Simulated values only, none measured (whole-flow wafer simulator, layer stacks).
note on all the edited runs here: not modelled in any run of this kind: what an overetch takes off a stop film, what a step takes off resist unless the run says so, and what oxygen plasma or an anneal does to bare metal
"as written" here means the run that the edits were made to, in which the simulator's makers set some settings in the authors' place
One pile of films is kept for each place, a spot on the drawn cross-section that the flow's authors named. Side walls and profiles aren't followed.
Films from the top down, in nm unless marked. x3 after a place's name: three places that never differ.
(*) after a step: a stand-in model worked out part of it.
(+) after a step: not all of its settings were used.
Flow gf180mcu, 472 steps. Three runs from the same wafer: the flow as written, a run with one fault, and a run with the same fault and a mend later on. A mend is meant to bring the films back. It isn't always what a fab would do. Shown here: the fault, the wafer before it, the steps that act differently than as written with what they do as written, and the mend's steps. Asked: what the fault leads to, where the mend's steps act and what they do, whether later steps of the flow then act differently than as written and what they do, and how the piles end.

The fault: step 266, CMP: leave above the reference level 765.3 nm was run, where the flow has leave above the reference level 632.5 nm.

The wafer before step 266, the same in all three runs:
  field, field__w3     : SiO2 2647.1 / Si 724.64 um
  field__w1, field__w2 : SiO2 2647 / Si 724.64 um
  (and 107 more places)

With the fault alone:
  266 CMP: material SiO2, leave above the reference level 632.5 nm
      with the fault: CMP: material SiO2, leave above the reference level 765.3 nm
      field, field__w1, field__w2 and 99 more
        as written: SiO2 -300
        with the fault: SiO2 -167.2
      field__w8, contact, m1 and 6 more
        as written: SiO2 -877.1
        with the fault: SiO2 -744.3
  Later steps of the flow that act differently than as written (1 more step differs only slightly, by at most 2% or 0.5 nm, whichever is larger, and isn't shown):
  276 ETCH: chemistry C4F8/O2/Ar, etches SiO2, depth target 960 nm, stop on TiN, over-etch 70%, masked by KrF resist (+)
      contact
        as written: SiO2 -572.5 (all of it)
        with the fault: SiO2 -705.3 (all of it)
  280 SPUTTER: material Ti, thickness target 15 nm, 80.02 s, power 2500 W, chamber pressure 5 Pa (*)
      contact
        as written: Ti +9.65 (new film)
        with the fault: Ti +8.94 (new film)
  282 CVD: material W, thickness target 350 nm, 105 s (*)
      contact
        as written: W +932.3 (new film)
        with the fault: W +1066.3 (new film)
  At the end the piles differ from the flow's by more than 2% or 0.5 nm, whichever is larger, at field__w4, field__w8, contact and 9 more.
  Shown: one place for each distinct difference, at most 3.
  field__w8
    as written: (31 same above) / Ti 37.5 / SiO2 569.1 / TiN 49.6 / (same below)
    with the fault: (31 same above) / Ti 37.5 / SiO2 701.9 / TiN 49.6 / (same below)
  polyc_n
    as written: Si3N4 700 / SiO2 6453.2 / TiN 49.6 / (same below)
    with the fault: Si3N4 700 / SiO2 6586 / TiN 49.6 / (same below)
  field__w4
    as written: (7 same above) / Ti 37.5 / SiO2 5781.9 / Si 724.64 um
    with the fault: (7 same above) / Ti 37.5 / SiO2 5914.7 / Si 724.64 um

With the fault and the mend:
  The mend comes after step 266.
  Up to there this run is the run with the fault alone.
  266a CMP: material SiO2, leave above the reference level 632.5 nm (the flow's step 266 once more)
      field, field__w1, field__w2 and 108 more
        SiO2 -132.8
  No later step of the flow acts differently than as written at any place that is followed.
  At the end the piles are the same as the flow's at every place that both follow.
